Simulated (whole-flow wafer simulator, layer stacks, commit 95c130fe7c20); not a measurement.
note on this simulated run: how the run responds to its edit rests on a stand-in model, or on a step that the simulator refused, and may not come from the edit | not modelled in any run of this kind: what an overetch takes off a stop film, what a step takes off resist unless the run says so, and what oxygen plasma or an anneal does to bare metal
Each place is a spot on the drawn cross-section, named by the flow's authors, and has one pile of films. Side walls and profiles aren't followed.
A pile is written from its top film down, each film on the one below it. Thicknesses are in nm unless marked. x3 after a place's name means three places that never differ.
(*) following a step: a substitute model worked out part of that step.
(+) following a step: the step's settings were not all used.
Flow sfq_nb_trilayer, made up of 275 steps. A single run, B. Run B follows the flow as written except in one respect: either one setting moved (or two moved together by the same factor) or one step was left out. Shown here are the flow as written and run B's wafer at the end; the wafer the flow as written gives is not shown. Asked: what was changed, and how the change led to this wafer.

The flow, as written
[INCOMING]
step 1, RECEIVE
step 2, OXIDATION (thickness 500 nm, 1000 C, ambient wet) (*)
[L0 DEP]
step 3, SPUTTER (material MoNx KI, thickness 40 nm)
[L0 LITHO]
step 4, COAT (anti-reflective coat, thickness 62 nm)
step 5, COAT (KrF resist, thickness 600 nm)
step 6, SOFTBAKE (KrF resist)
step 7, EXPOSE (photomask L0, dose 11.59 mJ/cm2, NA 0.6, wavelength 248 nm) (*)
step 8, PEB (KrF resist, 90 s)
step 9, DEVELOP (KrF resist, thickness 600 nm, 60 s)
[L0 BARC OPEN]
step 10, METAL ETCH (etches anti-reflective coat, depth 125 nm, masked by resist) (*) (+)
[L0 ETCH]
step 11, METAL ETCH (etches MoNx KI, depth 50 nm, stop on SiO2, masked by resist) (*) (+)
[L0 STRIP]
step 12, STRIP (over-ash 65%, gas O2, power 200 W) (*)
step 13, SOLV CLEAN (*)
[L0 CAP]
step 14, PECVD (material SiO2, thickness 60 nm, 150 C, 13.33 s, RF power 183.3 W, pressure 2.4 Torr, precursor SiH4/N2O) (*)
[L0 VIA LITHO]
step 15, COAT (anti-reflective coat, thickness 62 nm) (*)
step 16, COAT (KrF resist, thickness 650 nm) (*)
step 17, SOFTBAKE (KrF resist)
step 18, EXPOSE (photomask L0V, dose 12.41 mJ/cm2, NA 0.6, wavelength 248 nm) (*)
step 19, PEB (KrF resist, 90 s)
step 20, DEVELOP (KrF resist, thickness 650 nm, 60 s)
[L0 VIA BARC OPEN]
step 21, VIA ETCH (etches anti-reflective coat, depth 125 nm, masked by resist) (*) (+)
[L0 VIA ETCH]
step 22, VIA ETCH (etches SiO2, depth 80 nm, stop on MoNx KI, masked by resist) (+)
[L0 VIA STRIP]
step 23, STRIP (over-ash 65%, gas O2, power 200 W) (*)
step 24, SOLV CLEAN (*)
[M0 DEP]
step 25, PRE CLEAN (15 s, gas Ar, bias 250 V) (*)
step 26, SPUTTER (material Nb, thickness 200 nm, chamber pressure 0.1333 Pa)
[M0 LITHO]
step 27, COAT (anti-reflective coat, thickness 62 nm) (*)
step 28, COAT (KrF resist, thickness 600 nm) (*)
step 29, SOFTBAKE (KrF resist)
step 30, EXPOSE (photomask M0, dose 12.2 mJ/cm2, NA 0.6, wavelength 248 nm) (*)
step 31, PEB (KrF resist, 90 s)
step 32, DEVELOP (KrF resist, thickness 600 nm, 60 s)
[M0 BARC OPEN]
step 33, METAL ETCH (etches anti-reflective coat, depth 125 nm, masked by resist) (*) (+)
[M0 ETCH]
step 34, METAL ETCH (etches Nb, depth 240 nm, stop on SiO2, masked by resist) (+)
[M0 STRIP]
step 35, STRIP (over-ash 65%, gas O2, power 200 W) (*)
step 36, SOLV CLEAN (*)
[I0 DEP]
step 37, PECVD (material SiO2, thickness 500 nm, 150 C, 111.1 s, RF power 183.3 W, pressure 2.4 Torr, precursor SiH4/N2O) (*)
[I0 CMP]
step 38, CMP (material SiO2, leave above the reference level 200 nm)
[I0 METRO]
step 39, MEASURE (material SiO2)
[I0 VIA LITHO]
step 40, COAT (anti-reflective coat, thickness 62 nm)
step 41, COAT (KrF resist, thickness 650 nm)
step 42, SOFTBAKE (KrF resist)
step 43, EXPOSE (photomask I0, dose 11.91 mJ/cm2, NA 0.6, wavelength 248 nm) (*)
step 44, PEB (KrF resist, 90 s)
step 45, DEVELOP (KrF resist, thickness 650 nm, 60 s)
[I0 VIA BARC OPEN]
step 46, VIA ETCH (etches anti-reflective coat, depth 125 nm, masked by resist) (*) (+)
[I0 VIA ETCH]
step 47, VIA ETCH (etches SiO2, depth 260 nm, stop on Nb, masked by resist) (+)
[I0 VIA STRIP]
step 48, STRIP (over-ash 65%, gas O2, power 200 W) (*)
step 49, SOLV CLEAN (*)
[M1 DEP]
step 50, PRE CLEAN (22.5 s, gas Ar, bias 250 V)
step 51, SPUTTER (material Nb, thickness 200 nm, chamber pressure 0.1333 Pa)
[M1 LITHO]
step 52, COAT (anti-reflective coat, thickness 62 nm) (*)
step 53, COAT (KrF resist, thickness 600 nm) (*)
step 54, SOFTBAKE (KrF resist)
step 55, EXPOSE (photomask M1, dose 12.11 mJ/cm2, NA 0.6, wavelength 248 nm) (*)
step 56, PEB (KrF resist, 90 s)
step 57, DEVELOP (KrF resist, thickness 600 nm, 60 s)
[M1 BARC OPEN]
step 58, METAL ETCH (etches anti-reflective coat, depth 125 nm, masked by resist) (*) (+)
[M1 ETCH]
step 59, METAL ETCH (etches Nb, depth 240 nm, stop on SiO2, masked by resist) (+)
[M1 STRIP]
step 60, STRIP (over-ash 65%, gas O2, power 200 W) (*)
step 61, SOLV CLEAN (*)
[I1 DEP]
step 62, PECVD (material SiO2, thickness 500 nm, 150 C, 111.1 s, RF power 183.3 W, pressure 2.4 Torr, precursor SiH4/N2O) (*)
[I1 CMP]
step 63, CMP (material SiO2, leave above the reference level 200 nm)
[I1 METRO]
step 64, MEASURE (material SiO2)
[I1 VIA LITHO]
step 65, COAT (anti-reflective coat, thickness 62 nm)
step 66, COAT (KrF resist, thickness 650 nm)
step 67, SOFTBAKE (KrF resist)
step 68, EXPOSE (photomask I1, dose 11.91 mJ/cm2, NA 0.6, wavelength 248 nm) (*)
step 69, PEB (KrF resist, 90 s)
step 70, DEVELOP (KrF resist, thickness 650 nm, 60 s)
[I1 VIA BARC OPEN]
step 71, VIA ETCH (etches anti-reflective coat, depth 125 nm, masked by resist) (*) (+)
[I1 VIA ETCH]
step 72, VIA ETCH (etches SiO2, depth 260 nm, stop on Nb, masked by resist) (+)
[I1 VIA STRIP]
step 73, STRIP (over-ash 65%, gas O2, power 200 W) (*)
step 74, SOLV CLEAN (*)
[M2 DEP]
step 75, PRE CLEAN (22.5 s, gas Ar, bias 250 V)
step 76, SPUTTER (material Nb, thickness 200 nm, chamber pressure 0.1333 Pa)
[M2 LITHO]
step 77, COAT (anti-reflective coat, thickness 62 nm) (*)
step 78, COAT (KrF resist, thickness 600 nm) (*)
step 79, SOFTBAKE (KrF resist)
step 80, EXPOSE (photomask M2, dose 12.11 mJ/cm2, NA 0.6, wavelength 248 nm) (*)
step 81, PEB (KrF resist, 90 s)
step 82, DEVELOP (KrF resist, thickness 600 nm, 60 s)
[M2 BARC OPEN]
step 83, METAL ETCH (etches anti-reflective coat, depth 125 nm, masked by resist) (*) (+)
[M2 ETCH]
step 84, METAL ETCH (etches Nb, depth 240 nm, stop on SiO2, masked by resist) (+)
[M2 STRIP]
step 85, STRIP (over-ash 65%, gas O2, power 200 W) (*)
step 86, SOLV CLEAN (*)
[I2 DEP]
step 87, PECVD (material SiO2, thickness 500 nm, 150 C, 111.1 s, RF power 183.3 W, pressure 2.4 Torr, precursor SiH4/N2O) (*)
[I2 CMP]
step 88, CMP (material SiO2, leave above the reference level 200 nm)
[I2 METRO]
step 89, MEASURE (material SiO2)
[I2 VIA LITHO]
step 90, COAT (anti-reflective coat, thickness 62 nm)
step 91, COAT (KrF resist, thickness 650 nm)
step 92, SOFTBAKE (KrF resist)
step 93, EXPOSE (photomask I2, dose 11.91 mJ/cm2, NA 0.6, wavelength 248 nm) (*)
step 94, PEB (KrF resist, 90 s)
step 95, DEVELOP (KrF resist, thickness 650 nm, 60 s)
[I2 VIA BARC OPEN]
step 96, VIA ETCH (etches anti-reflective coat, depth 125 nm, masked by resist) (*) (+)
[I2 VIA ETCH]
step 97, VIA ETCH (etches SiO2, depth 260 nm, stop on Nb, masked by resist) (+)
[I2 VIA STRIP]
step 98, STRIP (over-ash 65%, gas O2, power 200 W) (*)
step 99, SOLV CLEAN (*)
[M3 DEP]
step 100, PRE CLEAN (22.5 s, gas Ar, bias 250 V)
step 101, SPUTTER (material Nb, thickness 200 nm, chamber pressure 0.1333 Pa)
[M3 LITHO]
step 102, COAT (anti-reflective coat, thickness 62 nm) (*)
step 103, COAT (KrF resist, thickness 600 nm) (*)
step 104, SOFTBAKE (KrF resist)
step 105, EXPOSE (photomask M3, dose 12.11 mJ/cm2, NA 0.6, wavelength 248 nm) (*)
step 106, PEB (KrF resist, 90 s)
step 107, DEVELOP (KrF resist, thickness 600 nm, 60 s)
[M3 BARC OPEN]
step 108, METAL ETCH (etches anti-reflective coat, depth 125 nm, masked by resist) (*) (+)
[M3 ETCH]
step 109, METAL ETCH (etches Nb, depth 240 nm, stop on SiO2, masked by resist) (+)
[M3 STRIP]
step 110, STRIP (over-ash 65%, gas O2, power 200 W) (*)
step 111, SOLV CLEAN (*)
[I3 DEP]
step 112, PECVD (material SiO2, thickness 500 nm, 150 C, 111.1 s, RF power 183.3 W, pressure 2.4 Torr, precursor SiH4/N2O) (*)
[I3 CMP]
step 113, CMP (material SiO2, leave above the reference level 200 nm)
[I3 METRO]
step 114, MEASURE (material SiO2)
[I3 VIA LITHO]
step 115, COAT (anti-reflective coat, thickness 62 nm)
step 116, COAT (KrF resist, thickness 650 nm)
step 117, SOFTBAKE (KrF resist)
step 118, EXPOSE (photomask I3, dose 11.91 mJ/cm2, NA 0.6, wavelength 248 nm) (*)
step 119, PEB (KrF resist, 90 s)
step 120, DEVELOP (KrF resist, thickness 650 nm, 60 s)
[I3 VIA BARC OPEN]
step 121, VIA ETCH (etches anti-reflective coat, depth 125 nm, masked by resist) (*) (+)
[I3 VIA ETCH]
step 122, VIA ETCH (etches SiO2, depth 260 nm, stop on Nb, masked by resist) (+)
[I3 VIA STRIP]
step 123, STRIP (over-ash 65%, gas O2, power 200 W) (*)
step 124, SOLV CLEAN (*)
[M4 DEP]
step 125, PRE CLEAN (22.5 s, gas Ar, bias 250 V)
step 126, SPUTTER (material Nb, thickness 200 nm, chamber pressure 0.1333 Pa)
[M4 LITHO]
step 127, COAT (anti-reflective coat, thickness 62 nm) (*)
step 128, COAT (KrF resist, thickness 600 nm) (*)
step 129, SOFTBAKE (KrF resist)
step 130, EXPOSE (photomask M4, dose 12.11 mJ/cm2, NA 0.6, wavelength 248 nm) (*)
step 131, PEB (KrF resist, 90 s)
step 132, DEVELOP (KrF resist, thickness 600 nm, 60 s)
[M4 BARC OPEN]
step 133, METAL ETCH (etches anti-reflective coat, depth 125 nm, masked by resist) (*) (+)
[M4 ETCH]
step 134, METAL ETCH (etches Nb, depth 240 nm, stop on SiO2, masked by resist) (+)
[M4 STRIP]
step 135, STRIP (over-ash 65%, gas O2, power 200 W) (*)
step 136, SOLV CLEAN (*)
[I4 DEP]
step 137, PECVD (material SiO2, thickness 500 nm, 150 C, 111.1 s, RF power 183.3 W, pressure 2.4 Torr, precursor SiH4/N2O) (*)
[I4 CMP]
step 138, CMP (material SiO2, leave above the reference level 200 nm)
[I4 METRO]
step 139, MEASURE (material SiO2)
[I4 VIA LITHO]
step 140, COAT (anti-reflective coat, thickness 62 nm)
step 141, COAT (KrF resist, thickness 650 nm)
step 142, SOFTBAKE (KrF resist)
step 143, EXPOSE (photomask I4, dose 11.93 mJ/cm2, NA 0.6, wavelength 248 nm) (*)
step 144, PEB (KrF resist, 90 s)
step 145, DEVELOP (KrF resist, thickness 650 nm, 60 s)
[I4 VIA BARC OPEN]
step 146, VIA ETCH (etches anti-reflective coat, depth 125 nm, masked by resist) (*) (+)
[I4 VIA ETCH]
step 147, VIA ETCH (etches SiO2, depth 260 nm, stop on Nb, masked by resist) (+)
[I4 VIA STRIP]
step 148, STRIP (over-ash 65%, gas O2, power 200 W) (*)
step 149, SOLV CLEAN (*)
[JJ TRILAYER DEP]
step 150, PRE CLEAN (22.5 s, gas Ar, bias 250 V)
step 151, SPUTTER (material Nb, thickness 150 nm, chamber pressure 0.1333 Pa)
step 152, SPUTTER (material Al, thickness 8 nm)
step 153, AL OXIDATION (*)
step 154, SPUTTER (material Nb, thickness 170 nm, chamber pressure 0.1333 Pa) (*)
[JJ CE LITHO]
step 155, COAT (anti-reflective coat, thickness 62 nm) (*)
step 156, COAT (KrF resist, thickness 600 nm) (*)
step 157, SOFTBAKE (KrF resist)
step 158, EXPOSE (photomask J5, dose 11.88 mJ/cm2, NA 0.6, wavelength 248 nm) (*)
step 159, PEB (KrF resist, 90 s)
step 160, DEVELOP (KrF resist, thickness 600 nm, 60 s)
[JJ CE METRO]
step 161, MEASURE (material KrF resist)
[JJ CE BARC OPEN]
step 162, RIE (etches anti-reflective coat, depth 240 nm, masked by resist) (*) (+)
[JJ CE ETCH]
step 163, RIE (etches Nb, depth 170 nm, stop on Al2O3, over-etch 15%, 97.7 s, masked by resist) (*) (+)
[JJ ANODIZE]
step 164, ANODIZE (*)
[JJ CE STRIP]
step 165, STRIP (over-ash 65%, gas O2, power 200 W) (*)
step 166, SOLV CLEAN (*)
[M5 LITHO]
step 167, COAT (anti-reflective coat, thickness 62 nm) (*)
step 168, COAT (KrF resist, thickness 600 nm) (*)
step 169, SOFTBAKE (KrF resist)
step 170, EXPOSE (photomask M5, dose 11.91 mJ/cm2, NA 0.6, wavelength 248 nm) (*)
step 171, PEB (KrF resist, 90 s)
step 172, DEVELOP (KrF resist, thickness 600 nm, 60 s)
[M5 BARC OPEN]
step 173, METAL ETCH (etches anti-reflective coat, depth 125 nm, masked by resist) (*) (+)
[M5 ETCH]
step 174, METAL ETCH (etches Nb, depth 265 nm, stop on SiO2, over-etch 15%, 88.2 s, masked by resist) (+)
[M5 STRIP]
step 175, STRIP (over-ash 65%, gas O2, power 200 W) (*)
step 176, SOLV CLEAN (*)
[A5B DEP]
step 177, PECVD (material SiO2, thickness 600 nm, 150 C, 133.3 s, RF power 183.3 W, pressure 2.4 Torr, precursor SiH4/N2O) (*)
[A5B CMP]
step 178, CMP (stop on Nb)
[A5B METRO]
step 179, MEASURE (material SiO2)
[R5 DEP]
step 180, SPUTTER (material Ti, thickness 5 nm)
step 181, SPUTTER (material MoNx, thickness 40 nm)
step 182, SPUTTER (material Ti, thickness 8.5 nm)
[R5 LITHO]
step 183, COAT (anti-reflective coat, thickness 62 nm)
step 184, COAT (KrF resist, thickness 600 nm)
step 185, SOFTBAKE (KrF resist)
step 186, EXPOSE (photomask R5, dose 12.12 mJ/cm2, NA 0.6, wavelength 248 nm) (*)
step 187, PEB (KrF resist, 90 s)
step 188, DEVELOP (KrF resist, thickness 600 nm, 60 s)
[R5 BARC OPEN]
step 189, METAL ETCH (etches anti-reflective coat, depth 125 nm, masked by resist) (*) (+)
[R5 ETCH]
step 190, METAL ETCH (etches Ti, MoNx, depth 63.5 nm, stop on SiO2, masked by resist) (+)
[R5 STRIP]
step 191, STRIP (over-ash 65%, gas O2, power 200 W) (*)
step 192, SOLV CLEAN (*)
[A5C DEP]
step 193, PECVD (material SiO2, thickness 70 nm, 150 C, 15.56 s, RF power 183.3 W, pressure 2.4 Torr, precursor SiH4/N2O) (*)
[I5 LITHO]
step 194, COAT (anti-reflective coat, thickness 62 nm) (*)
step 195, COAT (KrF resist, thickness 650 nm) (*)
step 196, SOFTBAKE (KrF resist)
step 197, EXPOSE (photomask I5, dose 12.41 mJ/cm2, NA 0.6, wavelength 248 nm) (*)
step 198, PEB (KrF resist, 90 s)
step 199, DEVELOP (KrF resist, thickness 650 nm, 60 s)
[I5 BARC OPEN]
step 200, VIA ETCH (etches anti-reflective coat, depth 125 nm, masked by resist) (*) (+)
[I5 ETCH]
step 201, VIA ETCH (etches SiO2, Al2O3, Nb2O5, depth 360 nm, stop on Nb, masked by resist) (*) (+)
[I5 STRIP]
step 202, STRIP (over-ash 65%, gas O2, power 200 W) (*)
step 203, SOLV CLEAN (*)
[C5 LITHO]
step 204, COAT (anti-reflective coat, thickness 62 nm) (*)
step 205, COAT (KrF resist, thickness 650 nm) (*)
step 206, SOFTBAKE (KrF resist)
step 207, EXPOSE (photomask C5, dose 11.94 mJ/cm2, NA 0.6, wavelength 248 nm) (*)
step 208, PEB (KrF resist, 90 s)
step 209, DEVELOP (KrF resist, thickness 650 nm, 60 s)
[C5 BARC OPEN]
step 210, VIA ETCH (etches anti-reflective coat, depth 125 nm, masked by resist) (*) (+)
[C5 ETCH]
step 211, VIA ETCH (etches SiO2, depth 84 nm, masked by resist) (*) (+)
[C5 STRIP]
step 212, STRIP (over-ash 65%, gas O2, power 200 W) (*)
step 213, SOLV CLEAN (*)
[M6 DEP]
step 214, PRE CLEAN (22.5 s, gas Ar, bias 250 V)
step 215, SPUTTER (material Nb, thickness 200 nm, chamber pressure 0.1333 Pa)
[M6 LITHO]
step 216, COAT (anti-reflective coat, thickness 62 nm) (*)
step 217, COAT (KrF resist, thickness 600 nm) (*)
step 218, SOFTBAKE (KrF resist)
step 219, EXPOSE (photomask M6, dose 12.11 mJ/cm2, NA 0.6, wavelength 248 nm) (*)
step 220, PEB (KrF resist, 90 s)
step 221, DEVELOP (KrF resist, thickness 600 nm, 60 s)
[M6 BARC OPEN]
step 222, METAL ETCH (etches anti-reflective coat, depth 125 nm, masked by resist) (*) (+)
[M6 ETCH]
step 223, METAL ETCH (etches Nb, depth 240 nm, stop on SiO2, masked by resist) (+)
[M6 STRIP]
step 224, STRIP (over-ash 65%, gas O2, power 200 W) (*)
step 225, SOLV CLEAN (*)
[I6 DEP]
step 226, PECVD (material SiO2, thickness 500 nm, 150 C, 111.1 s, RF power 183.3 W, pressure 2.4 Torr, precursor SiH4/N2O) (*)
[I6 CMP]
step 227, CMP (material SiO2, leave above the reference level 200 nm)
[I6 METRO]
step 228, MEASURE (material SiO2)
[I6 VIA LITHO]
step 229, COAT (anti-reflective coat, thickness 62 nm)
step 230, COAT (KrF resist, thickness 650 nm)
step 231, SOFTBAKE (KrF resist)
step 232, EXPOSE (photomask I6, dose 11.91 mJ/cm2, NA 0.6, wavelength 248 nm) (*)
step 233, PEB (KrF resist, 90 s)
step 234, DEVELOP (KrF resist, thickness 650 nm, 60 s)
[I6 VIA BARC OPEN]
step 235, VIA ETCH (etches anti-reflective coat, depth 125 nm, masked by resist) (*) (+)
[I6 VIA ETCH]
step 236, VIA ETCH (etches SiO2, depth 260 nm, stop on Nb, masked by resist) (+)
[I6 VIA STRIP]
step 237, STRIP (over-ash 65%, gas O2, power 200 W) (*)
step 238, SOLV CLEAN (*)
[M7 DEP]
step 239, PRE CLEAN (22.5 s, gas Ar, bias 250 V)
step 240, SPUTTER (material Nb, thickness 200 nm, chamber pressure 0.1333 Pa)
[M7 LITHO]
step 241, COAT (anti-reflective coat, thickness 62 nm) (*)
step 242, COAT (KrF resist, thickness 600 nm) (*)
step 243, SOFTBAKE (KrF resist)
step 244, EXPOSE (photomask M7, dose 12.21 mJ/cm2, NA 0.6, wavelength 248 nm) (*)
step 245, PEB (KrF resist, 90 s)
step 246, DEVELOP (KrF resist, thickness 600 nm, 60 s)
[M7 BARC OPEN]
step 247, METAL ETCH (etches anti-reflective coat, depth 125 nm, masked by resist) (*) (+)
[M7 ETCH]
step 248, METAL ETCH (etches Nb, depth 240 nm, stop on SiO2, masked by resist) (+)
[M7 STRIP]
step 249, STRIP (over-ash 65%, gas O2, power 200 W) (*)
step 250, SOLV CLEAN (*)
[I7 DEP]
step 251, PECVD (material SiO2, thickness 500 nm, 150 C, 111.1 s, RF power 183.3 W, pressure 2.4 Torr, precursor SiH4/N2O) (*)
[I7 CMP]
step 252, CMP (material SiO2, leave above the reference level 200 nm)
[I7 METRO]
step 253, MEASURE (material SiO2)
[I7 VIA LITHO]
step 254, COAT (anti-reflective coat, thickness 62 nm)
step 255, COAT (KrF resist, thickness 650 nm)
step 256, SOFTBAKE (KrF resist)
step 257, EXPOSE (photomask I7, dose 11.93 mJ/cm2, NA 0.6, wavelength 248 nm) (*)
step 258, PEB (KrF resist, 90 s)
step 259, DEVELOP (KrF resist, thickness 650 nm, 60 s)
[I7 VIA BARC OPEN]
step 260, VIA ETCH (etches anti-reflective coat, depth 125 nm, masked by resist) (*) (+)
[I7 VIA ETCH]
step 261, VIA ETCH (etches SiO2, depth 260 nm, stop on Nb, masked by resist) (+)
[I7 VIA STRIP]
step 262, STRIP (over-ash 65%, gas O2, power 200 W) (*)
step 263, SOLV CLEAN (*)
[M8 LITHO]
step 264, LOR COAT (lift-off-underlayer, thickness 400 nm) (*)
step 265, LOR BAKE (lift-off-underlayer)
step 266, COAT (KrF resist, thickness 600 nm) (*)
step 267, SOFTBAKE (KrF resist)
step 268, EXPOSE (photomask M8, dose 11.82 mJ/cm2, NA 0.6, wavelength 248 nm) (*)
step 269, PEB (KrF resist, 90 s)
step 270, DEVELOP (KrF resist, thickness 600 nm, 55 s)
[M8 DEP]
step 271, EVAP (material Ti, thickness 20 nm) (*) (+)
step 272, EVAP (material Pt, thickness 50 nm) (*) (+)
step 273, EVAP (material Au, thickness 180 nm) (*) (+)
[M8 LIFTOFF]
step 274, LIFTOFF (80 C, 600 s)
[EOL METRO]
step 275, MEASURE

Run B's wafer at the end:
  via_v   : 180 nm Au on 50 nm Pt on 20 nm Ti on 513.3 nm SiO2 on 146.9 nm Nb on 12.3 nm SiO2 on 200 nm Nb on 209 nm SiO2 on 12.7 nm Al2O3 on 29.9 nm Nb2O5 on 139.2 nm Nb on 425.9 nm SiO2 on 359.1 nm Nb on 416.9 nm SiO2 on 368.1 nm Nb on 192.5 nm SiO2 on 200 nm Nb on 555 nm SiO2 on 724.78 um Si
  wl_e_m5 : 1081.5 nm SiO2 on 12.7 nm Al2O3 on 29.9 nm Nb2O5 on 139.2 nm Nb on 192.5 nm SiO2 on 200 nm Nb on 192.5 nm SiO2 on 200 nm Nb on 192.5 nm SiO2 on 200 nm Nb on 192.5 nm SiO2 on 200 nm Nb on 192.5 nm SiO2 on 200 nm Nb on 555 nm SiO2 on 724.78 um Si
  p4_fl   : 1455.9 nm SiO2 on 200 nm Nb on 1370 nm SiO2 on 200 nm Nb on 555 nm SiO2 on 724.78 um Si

The reason: step 227, CMP: leave above the reference level 280 nm was run, while the flow as written has leave above the reference level 200 nm.

The path from the change to this, step by step:
  step 227, CMP (material SiO2, leave above the reference level 200 nm)
      field_l, p4_fl, p4_fm and 59 more: SiO2 loses 20 (as written it would have been: SiO2 loses 100)
      v_sur, via_wl, via_w and 15 more: SiO2 loses 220 (as written it would have been: SiO2 loses 300)
      (as well as at 26 more places)
  step 236, VIA ETCH (etches SiO2, depth 260 nm, stop on Nb, masked by resist) (+)
      via_v: SiO2 loses 260 (as written it would have been: SiO2 loses 199.8 (all of it))
  step 239, PRE CLEAN (22.5 s, gas Ar, bias 250 V)
      via_v: SiO2 loses 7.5 (as written it would have been: Nb loses 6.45)
  step 240, SPUTTER (material Nb, thickness 200 nm, chamber pressure 0.1333 Pa)
      via_v: Nb gains 146.9 (new film) (as written it would have been: Nb gains 161.1)
  step 241, COAT (anti-reflective coat, thickness 62 nm) (*)
      via_sp: anti-reflective coat gains 50 (new film) (as written it would have been: anti-reflective coat gains 53.1 (new film))
      via_v: anti-reflective coat gains 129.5 (new film) (as written it would have been: anti-reflective coat gains 126 (new film))
      (as well as at 1 more place)
  step 242, COAT (KrF resist, thickness 600 nm) (*)
      via_v: KrF resist gains 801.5 (new film) (as written it would have been: KrF resist gains 742.5 (new film))
  step 249, STRIP (over-ash 65%, gas O2, power 200 W) (*)
      via_sp: KrF resist loses 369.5 (all of it), anti-reflective coat loses 50 (all of it) (as written it would have been: KrF resist loses 373.6 (all of it), anti-reflective coat loses 53.1 (all of it))
      via_v: KrF resist loses 583.4 (all of it), anti-reflective coat loses 129.5 (all of it) (as written it would have been: KrF resist loses 524.5 (all of it), anti-reflective coat loses 126 (all of it))
      (as well as at 1 more place)
  step 251, PECVD (material SiO2, thickness 500 nm, 150 C, 111.1 s, RF power 183.3 W, pressure 2.4 Torr, precursor SiH4/N2O) (*)
      via_v: SiO2 gains 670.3 (new film) (as written it would have been: SiO2 gains 621 (new film))
  step 252, CMP (material SiO2, leave above the reference level 200 nm)
      via_v: SiO2 loses 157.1 (as written it would have been: SiO2 loses 183.1)
If metal films that touch count as one body, via_v has 7 bodies (between them, from the top down: SiO2 513.3; SiO2 12.3; SiO2 209 / Al2O3 12.7 / Nb2O5 29.9; SiO2 425.9; SiO2 416.9; SiO2 192.5); the flow as written gives 6 bodies (between them, from the top down: SiO2 437.8; SiO2 209 / Al2O3 12.7 / Nb2O5 29.9; SiO2 425.9; SiO2 416.9; SiO2 192.5).
